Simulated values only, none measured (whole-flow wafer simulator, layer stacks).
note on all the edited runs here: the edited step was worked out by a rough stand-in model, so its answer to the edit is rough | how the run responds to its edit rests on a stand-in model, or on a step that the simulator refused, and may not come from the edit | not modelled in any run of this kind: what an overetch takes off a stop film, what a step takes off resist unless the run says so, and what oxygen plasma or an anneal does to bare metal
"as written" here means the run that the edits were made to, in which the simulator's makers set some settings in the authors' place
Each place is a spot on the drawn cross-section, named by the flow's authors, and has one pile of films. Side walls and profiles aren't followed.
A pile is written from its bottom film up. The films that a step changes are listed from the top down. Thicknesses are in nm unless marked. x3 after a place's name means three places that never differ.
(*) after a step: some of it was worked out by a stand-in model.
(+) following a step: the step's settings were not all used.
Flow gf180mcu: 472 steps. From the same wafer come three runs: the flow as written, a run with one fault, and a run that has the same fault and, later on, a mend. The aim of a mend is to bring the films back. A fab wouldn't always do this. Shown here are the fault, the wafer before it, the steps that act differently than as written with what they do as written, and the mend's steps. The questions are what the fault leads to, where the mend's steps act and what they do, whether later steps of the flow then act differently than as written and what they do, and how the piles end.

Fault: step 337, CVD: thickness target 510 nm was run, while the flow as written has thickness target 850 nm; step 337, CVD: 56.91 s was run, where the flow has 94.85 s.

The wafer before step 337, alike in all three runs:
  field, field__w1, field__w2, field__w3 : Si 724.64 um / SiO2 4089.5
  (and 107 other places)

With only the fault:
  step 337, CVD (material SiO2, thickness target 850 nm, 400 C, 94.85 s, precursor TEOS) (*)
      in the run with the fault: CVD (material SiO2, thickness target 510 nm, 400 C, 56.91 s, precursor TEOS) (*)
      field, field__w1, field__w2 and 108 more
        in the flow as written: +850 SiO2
        in the run with the fault: +517.3 SiO2
  Steps later in the flow that act otherwise than as written (6 other steps are not shown; they differ only slightly, by no more than 2% or 0.5 nm, whichever is larger):
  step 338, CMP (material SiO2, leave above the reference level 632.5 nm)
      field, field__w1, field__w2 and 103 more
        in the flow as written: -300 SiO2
        in the run with the fault: nothing
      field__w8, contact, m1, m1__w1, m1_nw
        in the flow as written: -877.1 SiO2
        in the run with the fault: -544.4 SiO2
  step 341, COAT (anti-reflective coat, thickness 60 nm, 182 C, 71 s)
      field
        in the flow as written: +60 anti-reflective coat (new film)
        in the run with the fault: +72.8 anti-reflective coat (new film)
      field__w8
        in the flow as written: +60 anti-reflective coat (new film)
        in the run with the fault: +41.3 anti-reflective coat (new film)
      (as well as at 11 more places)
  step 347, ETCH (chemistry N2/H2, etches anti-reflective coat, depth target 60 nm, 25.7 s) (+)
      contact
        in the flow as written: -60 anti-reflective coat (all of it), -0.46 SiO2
        in the run with the fault: -41.6 anti-reflective coat (all of it), -0.93 SiO2
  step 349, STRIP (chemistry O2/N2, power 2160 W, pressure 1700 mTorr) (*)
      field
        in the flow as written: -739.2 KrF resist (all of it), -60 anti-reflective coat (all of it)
        in the run with the fault: -732.6 KrF resist (all of it), -72.8 anti-reflective coat (all of it)
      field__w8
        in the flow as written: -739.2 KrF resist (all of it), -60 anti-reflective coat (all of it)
        in the run with the fault: -736.1 KrF resist (all of it), -41.3 anti-reflective coat (all of it)
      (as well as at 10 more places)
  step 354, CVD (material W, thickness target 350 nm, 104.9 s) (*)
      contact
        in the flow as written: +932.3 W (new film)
        in the run with the fault: +899.3 W (new film)
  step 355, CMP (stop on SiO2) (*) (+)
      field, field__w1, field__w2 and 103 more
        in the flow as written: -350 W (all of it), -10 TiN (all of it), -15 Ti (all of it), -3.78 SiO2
        in the run with the fault: -350 W (all of it), -10 TiN (all of it), -2.32 Ti
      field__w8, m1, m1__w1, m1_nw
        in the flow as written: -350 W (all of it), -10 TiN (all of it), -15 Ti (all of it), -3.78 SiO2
        in the run with the fault: -350 W (all of it), -10 TiN (all of it), -15 Ti (all of it), -20 SiO2
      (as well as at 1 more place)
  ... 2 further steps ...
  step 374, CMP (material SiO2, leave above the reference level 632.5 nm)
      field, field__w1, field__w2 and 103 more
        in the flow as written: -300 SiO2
        in the run with the fault: -287.3 SiO2
  By the end, the piles at field__w8, contact, m1, m1__w1, m1_nw depart from the flow's by more than 2% or 0.5 nm, whichever is larger.
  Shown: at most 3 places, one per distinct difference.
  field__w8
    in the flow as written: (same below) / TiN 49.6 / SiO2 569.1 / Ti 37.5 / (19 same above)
    in the run with the fault: (same below) / TiN 49.6 / SiO2 552.9 / Ti 37.5 / (19 same above)
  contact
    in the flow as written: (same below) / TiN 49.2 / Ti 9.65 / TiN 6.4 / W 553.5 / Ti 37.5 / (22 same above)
    in the run with the fault: (same below) / TiN 49.2 / Ti 9.84 / TiN 6.53 / W 537 / Ti 37.5 / (22 same above)

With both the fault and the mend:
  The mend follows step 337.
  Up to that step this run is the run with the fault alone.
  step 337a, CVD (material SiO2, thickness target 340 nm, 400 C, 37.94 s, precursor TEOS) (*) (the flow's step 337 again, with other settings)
      field, field__w1, field__w2 and 108 more
        +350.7 SiO2
  Steps later in the flow that act otherwise than as written:
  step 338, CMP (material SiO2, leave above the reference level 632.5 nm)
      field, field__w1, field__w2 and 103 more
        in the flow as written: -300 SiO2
        in the run with the mend: -318 SiO2
  By the end, the piles equal the flow's at every place that both follow.
